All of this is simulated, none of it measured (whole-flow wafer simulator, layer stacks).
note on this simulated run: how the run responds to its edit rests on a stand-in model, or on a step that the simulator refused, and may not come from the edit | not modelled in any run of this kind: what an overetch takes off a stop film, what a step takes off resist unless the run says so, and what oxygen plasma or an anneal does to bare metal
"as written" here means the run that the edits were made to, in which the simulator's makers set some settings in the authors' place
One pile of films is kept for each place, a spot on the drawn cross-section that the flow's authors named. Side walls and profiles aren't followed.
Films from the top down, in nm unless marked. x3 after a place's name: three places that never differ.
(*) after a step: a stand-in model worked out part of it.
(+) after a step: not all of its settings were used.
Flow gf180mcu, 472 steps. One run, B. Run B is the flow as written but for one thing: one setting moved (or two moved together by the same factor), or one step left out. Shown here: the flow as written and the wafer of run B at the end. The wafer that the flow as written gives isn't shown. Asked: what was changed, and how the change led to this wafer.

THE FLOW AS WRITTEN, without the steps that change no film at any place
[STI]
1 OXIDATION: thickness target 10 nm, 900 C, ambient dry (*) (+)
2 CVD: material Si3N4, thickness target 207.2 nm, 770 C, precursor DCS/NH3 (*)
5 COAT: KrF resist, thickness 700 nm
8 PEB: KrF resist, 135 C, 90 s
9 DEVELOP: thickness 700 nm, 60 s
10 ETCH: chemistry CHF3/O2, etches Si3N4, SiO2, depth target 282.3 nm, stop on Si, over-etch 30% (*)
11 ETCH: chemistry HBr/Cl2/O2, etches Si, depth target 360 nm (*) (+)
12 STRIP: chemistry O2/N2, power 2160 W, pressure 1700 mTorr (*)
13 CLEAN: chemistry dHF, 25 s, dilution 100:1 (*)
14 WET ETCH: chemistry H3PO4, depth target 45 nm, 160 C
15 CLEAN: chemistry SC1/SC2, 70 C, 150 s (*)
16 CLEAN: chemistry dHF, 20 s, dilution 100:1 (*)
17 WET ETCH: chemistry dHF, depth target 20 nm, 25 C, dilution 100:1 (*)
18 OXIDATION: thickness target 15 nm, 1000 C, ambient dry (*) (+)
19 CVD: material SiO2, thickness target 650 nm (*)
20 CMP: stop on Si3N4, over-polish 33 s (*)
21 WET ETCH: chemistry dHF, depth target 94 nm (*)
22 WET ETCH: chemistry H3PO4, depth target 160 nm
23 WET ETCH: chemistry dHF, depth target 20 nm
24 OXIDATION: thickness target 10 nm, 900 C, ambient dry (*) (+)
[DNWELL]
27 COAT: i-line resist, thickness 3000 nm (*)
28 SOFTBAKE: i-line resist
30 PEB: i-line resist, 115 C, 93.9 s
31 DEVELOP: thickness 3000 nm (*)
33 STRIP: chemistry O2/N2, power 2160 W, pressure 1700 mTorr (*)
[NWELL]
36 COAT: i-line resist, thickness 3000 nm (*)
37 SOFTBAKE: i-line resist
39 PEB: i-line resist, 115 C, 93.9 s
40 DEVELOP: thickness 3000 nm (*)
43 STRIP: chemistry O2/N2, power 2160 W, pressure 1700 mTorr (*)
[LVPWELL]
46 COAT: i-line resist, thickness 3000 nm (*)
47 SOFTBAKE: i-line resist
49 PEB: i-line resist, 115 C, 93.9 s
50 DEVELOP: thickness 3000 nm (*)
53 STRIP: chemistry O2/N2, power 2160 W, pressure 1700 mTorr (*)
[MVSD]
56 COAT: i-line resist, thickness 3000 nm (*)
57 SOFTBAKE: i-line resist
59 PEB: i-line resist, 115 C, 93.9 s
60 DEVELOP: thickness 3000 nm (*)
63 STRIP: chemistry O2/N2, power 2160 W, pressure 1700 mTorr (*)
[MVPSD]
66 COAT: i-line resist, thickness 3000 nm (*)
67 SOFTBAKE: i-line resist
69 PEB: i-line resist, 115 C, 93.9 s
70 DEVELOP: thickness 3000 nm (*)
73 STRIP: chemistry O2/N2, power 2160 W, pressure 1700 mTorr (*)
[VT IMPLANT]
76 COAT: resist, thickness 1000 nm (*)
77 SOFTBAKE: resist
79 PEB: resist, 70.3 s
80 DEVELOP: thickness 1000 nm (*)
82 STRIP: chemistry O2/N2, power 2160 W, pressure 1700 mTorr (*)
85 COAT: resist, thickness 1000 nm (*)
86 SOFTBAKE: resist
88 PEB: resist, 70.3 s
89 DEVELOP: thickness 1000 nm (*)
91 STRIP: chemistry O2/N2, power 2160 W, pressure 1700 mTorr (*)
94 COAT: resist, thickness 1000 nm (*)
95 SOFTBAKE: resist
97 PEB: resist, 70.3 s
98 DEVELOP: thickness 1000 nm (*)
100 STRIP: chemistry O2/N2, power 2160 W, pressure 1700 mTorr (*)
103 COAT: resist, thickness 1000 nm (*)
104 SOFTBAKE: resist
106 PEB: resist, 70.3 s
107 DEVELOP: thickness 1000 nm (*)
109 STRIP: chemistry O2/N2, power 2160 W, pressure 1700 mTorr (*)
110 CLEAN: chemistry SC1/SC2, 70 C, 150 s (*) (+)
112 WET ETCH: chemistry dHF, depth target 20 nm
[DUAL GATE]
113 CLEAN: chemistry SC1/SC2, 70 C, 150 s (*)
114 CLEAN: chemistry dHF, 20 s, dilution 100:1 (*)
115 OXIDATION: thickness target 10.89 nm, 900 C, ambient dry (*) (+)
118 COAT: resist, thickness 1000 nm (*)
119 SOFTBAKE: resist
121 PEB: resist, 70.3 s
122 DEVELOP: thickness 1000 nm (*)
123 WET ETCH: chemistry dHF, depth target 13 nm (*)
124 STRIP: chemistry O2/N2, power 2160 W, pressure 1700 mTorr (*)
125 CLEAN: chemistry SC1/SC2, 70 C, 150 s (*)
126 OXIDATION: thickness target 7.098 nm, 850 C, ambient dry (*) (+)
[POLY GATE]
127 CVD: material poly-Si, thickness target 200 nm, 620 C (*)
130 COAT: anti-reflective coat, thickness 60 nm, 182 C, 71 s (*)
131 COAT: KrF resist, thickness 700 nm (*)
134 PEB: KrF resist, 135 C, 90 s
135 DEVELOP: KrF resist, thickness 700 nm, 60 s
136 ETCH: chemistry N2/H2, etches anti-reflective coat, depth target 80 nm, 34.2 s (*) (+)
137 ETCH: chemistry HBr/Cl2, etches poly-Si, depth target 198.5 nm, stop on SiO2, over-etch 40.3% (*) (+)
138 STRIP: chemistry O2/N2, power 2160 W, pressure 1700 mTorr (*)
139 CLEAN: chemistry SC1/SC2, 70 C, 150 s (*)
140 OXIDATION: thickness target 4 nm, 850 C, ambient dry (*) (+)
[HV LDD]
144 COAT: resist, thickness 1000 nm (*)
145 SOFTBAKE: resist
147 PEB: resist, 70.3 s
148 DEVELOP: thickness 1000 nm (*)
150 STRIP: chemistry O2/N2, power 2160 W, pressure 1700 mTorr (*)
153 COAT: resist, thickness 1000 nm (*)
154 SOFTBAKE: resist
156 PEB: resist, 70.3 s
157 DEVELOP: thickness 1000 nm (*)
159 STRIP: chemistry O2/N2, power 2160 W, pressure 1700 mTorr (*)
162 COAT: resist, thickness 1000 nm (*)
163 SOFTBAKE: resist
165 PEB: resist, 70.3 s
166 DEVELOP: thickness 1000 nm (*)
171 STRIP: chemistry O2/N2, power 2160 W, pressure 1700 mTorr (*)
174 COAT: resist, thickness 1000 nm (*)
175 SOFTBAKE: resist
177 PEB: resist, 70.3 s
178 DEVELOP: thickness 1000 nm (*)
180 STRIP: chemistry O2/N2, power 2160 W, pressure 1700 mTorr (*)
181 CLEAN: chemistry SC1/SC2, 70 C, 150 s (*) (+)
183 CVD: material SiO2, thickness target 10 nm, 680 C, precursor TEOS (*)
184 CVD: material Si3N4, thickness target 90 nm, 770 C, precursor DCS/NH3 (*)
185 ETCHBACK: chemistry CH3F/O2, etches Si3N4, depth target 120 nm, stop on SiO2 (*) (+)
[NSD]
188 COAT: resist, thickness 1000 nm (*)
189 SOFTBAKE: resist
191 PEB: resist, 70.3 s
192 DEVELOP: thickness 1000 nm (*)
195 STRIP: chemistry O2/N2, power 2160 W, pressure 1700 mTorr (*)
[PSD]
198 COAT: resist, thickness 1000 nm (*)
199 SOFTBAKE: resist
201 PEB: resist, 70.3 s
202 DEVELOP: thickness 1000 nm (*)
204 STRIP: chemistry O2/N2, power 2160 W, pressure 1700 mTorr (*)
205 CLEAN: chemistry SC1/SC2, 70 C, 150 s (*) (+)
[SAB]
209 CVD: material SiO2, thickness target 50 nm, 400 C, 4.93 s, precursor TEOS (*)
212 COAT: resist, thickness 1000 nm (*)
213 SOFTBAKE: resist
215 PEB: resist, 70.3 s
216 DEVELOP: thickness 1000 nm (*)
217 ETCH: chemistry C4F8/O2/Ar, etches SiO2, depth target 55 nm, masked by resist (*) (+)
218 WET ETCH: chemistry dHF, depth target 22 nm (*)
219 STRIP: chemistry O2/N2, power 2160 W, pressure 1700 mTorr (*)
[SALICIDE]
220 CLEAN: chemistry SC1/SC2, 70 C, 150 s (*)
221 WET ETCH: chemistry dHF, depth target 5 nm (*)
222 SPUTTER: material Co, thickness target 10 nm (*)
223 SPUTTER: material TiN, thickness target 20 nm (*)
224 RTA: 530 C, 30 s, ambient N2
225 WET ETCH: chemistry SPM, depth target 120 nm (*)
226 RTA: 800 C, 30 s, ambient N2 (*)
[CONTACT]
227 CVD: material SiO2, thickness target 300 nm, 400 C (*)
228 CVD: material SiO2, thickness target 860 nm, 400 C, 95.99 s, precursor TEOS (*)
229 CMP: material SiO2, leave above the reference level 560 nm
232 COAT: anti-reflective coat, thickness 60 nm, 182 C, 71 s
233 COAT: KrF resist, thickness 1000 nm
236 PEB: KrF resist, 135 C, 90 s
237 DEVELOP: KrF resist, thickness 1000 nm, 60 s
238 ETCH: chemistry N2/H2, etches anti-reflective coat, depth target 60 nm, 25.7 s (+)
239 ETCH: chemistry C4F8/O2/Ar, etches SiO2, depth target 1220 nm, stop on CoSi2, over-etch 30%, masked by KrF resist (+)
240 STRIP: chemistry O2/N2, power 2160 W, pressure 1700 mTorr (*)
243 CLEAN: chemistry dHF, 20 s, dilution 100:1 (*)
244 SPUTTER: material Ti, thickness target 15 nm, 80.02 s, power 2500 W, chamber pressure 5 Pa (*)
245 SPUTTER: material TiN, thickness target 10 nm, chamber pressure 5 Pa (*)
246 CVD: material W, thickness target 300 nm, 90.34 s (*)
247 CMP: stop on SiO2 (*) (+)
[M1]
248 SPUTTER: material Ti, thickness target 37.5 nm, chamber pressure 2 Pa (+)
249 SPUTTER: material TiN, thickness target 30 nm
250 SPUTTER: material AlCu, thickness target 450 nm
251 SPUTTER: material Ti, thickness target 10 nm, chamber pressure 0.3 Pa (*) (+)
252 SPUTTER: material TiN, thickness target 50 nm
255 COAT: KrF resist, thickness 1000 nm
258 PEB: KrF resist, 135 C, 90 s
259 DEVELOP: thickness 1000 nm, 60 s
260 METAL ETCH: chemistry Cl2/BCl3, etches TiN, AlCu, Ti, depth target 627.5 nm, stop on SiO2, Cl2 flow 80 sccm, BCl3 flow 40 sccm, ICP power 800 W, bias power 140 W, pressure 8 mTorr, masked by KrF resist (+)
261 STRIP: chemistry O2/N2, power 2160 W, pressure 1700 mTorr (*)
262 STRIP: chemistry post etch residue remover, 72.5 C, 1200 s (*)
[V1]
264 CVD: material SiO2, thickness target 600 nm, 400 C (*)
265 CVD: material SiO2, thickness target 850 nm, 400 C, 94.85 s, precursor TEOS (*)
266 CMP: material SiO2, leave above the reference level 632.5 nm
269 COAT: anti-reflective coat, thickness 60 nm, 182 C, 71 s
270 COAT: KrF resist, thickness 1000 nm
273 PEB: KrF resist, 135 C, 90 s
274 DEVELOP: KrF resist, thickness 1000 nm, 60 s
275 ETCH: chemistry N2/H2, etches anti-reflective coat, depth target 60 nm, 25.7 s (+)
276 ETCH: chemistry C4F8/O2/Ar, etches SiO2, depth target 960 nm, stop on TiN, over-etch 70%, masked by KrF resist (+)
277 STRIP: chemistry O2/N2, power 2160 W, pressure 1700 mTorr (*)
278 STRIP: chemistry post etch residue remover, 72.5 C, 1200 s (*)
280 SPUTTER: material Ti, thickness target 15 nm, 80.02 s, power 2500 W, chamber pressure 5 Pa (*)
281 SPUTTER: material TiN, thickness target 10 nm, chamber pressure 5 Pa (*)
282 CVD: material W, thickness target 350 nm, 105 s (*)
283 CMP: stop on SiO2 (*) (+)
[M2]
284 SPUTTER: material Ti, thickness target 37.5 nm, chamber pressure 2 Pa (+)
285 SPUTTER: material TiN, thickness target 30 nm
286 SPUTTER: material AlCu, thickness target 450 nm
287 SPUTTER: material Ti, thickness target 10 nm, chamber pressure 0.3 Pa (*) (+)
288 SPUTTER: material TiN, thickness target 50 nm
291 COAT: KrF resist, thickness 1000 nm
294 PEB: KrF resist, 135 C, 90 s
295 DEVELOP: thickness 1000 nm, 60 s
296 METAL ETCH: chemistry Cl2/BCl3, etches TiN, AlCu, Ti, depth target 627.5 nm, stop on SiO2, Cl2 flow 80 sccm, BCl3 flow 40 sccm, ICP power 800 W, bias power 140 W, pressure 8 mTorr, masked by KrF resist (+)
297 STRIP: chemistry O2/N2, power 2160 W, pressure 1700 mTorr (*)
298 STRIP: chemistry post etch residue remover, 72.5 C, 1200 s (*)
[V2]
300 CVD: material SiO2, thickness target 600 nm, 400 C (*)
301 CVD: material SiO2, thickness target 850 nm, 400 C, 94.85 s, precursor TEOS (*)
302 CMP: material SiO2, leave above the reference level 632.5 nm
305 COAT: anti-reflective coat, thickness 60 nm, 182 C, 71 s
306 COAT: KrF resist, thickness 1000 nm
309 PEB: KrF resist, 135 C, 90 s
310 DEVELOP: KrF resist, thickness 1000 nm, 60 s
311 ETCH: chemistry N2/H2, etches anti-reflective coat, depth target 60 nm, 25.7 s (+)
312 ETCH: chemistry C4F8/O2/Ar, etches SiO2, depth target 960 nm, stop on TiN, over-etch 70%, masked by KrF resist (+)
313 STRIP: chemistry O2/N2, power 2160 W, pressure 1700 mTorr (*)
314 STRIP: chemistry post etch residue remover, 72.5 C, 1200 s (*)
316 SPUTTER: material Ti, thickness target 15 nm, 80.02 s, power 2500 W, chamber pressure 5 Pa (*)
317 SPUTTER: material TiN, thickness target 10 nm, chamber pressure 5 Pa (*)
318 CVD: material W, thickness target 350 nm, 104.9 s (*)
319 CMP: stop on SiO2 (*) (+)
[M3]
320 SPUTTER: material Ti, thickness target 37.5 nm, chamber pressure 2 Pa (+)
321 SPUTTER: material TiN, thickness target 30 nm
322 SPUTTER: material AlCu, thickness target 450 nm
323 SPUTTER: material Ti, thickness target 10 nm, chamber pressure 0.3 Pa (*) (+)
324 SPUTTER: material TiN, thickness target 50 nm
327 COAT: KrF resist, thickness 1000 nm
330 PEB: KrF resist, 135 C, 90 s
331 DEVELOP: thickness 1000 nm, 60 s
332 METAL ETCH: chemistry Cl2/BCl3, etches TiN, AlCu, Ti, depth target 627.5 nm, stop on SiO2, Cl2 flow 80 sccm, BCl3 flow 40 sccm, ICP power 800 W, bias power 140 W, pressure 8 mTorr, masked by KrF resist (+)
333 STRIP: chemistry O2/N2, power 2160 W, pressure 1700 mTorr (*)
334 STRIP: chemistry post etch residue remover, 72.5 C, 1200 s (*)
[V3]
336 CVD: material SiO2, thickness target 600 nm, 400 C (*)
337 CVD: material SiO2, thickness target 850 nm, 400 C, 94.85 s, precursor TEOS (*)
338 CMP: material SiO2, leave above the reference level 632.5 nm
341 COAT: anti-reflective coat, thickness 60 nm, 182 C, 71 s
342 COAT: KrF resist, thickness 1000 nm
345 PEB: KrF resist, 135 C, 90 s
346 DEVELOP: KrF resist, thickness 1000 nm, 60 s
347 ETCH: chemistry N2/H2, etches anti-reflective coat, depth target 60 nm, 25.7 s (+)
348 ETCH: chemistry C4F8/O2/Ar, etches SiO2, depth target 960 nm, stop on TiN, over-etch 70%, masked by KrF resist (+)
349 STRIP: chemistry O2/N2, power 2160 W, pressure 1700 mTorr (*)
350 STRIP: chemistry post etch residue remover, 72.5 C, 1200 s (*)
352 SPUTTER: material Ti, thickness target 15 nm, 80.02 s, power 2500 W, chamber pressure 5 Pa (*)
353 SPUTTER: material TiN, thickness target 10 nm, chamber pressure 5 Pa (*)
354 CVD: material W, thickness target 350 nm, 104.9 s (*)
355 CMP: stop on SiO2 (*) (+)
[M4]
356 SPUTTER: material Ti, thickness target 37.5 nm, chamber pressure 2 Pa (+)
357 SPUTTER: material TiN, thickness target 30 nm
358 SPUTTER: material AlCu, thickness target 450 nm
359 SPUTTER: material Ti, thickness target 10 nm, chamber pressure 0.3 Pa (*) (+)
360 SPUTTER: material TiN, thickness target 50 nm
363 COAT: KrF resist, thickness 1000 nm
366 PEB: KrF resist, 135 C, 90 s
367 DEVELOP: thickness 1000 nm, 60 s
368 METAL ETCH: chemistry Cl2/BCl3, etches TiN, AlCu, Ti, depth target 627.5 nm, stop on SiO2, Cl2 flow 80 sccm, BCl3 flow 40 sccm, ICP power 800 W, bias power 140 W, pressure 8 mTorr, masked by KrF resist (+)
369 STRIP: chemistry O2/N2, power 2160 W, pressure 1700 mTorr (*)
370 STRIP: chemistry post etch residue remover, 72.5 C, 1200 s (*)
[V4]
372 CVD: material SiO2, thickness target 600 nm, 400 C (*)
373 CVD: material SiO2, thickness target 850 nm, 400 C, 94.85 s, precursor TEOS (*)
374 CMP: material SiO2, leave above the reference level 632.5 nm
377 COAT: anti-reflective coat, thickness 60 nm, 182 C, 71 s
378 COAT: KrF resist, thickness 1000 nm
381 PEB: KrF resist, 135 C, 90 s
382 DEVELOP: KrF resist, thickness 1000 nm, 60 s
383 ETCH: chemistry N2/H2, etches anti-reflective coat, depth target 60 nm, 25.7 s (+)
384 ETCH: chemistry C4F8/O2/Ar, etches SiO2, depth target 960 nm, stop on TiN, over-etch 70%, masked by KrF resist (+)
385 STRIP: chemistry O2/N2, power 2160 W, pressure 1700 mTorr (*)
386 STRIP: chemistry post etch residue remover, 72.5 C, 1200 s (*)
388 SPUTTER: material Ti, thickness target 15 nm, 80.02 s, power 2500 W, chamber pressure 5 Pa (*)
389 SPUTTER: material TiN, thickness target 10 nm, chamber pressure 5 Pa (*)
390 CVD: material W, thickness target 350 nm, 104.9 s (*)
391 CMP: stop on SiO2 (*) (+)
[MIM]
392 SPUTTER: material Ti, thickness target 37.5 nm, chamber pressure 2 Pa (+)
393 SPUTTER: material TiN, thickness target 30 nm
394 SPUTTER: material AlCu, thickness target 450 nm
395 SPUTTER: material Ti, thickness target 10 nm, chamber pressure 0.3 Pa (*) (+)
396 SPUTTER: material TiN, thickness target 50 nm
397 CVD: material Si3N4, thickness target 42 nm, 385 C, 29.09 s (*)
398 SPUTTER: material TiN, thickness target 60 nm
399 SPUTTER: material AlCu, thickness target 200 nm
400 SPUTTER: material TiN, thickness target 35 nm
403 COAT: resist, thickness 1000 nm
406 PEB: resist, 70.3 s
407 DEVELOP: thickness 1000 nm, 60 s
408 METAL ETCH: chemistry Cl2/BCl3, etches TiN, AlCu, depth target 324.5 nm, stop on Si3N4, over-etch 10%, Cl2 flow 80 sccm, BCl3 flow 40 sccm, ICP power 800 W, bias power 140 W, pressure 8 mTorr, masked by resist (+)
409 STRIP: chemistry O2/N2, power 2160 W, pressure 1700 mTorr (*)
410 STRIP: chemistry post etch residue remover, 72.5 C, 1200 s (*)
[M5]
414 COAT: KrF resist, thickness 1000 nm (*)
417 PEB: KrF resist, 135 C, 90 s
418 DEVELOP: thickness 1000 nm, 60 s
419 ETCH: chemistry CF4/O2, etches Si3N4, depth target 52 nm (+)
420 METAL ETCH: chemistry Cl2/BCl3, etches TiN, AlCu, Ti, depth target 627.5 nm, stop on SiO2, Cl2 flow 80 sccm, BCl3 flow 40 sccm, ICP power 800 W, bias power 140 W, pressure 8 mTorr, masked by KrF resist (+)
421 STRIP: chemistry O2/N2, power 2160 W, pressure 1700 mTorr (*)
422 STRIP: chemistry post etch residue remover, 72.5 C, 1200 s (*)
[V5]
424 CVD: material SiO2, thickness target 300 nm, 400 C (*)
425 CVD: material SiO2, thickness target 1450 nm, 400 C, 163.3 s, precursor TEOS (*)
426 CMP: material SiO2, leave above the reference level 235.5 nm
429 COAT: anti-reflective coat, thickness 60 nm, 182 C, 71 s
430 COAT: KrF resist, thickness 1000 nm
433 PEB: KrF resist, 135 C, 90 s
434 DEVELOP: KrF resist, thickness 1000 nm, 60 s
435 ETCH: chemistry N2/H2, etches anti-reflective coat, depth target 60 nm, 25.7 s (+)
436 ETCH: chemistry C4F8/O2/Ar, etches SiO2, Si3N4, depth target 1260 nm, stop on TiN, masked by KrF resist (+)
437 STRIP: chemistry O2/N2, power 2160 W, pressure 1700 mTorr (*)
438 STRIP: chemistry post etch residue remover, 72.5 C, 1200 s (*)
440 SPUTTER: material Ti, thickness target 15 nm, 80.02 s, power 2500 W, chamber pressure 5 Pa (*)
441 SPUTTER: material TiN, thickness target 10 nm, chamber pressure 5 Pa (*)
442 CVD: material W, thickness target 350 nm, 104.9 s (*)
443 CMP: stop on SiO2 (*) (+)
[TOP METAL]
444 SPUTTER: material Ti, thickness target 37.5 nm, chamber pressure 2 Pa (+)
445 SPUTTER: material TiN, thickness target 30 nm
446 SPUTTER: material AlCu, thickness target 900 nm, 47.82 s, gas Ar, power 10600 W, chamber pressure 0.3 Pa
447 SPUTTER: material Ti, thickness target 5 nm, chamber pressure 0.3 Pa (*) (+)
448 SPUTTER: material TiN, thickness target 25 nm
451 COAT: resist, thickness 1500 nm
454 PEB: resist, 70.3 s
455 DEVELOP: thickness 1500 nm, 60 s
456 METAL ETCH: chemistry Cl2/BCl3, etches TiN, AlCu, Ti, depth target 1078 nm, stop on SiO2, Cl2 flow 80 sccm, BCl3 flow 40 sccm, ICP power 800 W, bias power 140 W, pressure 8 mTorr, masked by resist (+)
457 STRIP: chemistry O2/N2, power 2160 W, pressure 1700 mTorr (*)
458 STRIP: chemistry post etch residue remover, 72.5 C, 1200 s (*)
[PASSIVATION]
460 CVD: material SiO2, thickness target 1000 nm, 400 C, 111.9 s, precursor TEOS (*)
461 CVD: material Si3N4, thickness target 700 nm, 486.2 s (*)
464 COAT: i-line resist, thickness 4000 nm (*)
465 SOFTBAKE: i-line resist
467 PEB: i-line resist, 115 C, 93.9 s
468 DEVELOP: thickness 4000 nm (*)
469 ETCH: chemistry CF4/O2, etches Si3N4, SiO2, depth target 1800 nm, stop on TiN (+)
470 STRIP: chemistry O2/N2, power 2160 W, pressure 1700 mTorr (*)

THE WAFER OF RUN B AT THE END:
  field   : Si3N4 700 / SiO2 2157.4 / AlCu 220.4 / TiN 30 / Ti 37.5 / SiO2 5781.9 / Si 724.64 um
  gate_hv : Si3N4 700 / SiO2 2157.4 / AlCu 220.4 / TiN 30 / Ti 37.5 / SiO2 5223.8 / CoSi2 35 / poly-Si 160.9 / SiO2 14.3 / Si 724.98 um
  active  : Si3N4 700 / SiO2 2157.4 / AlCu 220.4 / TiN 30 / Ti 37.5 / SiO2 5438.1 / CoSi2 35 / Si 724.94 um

The cause: step 420, METAL ETCH: depth target 282.4 nm was run, where the flow has depth target 627.5 nm.

How the change led to this, step by step:
  420 METAL ETCH: chemistry Cl2/BCl3, etches TiN, AlCu, Ti, depth target 627.5 nm, stop on SiO2, Cl2 flow 80 sccm, BCl3 flow 40 sccm, ICP power 800 W, bias power 140 W, pressure 8 mTorr, masked by KrF resist (+)
      field, field__w1, field__w2 and 101 more: TiN -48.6 (all of it), Ti -10 (all of it), AlCu -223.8 (as written it would be: TiN -48.6 (all of it), Ti -10 (all of it), AlCu -450 (all of it), TiN -30 (all of it), Ti -37.5 (all of it))
      field__w4, field__w8, contact, m1, m1__w1, mim, mim_1p0, m1_nw: KrF resist -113 (as written it would be: KrF resist -251)
  421 STRIP: chemistry O2/N2, power 2160 W, pressure 1700 mTorr (*)
      field__w8, m1__w1: KrF resist -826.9 (all of it) (as written it would be: KrF resist -688.9 (all of it))
      field__w4: KrF resist -869.7 (all of it) (as written it would be: KrF resist -731.6 (all of it))
      (and at 5 more places)
  422 STRIP: chemistry post etch residue remover, 72.5 C, 1200 s (*)
      field, field__w1, field__w2 and 101 more: AlCu -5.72 (as written it would be: nothing)
  424 CVD: material SiO2, thickness target 300 nm, 400 C (*)
      field, field__w1, field__w2 and 101 more: SiO2 +300 (new film) (as written it would be: SiO2 +300)
  426 CMP: material SiO2, leave above the reference level 235.5 nm
      field, field__w1, field__w5 and 92 more: SiO2 -588.8 (as written it would be: SiO2 -300.8)
      field__w2, field__w3, field__w12 and 6 more: SiO2 -573.7 (as written it would be: SiO2 -272.7)
Counting metal films that touch as one body, field has 1 body; the flow as written gives 0 bodies.
Counting metal films that touch as one body, gate_hv has 2 bodies (between them, from the top down: SiO2 5223.8); the flow as written gives 1 body.
Counting metal films that touch as one body, active has 2 bodies (between them, from the top down: SiO2 5438.1); the flow as written gives 1 body.
